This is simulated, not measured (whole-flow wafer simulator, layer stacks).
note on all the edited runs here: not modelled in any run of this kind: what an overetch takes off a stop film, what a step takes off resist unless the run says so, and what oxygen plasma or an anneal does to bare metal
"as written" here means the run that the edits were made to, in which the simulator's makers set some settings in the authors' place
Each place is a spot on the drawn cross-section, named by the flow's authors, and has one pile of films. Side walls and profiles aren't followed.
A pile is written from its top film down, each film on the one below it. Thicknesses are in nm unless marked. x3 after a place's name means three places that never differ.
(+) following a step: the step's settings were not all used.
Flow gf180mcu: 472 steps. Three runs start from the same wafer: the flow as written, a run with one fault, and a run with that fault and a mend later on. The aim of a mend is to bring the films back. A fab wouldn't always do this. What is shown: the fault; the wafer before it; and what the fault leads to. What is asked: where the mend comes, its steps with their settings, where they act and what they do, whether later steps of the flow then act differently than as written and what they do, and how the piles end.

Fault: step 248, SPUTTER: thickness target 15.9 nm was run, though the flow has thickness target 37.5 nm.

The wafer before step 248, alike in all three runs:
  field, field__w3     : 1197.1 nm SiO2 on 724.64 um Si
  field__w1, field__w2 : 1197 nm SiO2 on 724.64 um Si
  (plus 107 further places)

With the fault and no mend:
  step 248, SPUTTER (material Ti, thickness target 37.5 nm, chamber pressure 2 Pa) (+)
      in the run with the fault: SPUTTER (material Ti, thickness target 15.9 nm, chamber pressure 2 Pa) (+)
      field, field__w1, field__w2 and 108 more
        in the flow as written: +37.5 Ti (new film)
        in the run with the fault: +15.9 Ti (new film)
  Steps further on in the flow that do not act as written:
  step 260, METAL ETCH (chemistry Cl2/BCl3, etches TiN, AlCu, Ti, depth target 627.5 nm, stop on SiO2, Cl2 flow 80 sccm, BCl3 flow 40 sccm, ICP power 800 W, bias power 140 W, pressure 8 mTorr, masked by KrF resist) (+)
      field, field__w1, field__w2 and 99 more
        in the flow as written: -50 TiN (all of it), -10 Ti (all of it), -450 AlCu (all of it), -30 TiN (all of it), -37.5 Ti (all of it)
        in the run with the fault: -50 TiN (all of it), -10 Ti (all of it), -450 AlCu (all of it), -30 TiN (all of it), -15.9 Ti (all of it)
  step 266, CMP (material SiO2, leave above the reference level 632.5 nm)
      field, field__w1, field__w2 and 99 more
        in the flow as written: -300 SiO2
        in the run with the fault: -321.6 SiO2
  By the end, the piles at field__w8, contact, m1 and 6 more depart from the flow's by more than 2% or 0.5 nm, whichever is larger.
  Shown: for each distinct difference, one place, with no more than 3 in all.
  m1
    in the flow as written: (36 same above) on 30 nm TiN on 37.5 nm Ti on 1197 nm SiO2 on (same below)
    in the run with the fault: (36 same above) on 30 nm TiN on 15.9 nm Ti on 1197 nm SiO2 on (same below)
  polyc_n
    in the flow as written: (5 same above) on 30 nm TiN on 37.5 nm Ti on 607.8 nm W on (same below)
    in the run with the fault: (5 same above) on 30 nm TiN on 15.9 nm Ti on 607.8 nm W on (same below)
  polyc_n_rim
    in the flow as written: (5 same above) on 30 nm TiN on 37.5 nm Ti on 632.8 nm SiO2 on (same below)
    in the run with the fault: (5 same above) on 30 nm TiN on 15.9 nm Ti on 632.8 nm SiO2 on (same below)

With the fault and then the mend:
  The mend stands after step 248.
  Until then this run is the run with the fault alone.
  step 248a, SPUTTER (material Ti, thickness target 21.6 nm, chamber pressure 2 Pa) (+) (the flow's step 248 again, with other settings)
      field, field__w1, field__w2 and 108 more
        +21.6 Ti
  Every later step of the flow that is run acts as written at every place that is followed.
  At every place that both follow, the piles at the end match the flow's.
